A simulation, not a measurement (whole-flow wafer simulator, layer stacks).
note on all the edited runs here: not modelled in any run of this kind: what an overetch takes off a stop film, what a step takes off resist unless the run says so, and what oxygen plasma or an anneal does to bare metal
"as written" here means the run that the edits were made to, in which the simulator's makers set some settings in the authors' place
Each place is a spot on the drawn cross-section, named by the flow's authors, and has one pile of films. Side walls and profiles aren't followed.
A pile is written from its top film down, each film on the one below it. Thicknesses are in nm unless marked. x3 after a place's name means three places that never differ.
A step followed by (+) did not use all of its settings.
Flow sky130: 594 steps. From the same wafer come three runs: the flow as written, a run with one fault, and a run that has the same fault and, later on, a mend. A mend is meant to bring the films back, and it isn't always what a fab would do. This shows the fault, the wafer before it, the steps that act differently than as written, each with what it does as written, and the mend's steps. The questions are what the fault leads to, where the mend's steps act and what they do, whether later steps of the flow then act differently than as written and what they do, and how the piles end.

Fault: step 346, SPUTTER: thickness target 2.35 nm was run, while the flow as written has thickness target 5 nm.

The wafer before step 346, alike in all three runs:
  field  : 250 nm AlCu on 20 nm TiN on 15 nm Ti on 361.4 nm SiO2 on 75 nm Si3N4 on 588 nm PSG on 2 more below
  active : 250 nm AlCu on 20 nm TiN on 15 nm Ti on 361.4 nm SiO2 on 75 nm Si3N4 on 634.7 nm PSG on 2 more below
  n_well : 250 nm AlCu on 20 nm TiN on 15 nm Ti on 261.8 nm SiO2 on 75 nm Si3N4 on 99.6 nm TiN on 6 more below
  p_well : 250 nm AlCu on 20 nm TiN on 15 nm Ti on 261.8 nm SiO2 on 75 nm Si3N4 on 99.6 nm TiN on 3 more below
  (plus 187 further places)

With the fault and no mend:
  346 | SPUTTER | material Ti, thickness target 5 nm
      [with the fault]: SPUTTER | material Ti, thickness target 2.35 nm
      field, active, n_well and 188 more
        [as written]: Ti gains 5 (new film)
        [with the fault]: Ti gains 2.35 (new film)
  Steps further on in the flow that do not act as written (not shown: 21 more steps that differ only slightly, by at most 2% or 0.5 nm, whichever is larger):
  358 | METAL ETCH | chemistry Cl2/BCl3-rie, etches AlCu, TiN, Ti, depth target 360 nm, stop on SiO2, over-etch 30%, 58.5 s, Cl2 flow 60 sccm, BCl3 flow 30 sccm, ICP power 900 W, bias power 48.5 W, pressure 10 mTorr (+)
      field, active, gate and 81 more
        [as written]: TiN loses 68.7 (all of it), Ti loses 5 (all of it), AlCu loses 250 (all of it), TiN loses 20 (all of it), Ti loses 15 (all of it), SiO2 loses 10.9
        [with the fault]: TiN loses 68.7 (all of it), Ti loses 2.35 (all of it), AlCu loses 250 (all of it), TiN loses 20 (all of it), Ti loses 15 (all of it), SiO2 loses 11.2
  The piles end different from the flow's at n_well, p_well, gate_hv and 104 more by more than 2% or 0.5 nm, whichever is larger.
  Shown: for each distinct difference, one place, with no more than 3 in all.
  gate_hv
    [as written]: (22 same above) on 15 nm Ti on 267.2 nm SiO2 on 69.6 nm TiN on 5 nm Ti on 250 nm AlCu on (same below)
    [with the fault]: (22 same above) on 15 nm Ti on 269.9 nm SiO2 on 69.6 nm TiN on 2.35 nm Ti on 250 nm AlCu on (same below)
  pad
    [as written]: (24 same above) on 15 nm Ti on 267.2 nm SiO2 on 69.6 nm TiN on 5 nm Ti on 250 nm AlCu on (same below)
    [with the fault]: (24 same above) on 15 nm Ti on 269.9 nm SiO2 on 69.6 nm TiN on 2.35 nm Ti on 250 nm AlCu on (same below)
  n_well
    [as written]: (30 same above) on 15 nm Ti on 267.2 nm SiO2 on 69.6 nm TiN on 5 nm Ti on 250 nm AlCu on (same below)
    [with the fault]: (30 same above) on 15 nm Ti on 269.9 nm SiO2 on 69.6 nm TiN on 2.35 nm Ti on 250 nm AlCu on (same below)

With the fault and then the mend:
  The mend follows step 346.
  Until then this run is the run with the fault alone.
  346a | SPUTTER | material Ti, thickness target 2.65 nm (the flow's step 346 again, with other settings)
      field, active, n_well and 188 more
        Ti gains 2.65
  None of the later steps of the flow acts differently than as written at any place that is followed.
  By the end, the piles equal the flow's at every place that both follow.
